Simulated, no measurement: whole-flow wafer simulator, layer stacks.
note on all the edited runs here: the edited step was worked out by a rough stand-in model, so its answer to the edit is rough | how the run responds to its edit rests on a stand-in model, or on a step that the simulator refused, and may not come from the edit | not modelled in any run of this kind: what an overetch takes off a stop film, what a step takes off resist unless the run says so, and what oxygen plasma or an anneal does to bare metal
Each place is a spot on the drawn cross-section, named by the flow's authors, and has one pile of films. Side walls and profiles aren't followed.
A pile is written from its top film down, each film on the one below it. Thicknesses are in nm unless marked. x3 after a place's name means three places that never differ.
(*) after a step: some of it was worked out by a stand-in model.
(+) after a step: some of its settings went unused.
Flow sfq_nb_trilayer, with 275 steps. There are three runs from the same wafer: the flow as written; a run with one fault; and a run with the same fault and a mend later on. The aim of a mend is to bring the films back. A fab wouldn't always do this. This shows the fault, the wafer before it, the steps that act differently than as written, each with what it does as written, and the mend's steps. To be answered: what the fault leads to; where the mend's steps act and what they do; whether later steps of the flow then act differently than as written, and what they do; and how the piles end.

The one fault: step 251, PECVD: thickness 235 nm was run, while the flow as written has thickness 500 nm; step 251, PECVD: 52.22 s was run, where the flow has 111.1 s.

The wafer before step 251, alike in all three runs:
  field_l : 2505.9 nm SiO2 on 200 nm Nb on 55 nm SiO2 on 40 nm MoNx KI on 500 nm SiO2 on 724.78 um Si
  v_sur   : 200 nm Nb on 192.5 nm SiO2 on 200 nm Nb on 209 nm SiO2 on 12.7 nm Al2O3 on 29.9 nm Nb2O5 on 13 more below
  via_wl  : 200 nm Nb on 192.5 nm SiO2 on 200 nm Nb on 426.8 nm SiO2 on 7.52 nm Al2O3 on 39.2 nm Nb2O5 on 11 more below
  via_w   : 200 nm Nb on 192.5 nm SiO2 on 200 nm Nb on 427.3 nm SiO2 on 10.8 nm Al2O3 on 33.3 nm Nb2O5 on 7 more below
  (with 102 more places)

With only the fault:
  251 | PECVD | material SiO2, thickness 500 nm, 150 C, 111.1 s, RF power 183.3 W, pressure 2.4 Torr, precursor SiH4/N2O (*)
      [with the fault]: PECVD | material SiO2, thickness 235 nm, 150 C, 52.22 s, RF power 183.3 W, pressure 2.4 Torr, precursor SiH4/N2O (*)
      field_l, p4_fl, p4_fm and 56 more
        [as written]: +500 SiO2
        [with the fault]: +235 SiO2
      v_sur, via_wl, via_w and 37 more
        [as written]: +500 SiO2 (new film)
        [with the fault]: +235 SiO2 (new film)
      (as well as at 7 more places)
  Steps further on in the flow that do not act as written (not shown: 3 more steps that differ only slightly, by at most 2% or 0.5 nm, whichever is larger):
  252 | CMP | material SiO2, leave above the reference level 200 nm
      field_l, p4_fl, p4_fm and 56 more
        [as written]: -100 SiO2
        [with the fault]: nothing
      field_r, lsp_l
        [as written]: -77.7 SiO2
        [with the fault]: nothing
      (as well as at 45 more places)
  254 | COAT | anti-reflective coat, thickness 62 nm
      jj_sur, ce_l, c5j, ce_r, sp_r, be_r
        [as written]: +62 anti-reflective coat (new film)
        [with the fault]: +54.5 anti-reflective coat (new film)
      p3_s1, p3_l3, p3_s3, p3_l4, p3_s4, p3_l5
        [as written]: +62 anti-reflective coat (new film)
        [with the fault]: +63.9 anti-reflective coat (new film)
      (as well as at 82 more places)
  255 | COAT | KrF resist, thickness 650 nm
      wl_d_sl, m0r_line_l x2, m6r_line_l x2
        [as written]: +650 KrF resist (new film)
        [with the fault]: +682.6 KrF resist (new film)
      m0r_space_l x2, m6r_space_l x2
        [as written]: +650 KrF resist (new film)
        [with the fault]: +671.3 KrF resist (new film)
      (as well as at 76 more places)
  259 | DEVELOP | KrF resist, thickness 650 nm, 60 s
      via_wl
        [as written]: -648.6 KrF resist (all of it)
        [with the fault]: -591.6 KrF resist (all of it)
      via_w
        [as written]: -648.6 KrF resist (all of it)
        [with the fault]: -600.6 KrF resist (all of it)
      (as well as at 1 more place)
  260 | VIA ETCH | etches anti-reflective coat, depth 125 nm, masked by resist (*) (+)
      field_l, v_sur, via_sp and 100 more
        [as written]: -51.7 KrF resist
        [with the fault]: -43.4 KrF resist
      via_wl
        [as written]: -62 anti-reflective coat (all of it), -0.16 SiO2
        [with the fault]: -51.7 anti-reflective coat (all of it), -0.13 SiO2
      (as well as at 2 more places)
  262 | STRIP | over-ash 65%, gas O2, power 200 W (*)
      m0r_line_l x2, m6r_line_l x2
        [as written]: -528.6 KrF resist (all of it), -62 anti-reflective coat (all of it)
        [with the fault]: -569.3 KrF resist (all of it), -61.8 anti-reflective coat (all of it)
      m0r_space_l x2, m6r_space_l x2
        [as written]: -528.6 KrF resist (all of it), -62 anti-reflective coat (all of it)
        [with the fault]: -558.1 KrF resist (all of it), -81.1 anti-reflective coat (all of it)
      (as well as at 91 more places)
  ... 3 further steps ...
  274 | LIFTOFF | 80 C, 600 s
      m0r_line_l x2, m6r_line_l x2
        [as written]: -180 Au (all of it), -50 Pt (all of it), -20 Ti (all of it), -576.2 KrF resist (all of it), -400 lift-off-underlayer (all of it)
        [with the fault]: -180 Au (all of it), -50 Pt (all of it), -20 Ti (all of it), -592 KrF resist (all of it), -436.7 lift-off-underlayer (all of it)
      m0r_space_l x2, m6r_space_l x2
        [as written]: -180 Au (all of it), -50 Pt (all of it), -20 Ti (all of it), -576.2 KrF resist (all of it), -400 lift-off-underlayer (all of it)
        [with the fault]: -180 Au (all of it), -50 Pt (all of it), -20 Ti (all of it), -580 KrF resist (all of it), -451.5 lift-off-underlayer (all of it)
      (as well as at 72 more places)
  The piles end different from the flow's at field_l, via_v, field_r and 63 more by more than 2% or 0.5 nm, whichever is larger.
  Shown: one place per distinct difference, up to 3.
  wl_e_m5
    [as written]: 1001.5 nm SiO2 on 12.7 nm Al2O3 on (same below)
    [with the fault]: 836.5 nm SiO2 on 12.7 nm Al2O3 on (same below)
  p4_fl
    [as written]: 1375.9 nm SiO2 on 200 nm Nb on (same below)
    [with the fault]: 1210.9 nm SiO2 on 200 nm Nb on (same below)
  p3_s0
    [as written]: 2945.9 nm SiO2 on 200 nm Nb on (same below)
    [with the fault]: 2780.9 nm SiO2 on 200 nm Nb on (same below)

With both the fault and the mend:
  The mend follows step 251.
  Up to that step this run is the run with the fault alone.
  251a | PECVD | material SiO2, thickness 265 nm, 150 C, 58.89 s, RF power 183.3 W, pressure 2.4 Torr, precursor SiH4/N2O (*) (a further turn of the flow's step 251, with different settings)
      field_l, v_sur, via_wl and 98 more
        +265 SiO2
      field_r, lsp_l
        +254.1 SiO2
      l0_sur, l0v
        +258.9 SiO2
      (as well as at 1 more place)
  Steps further on in the flow that do not act as written:
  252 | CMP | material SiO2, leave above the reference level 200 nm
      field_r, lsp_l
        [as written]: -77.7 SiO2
        [with the mend]: -80.1 SiO2
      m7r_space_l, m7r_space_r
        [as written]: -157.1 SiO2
        [with the mend]: -100 SiO2
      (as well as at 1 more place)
  At every place that both follow, the piles at the end match the flow's.
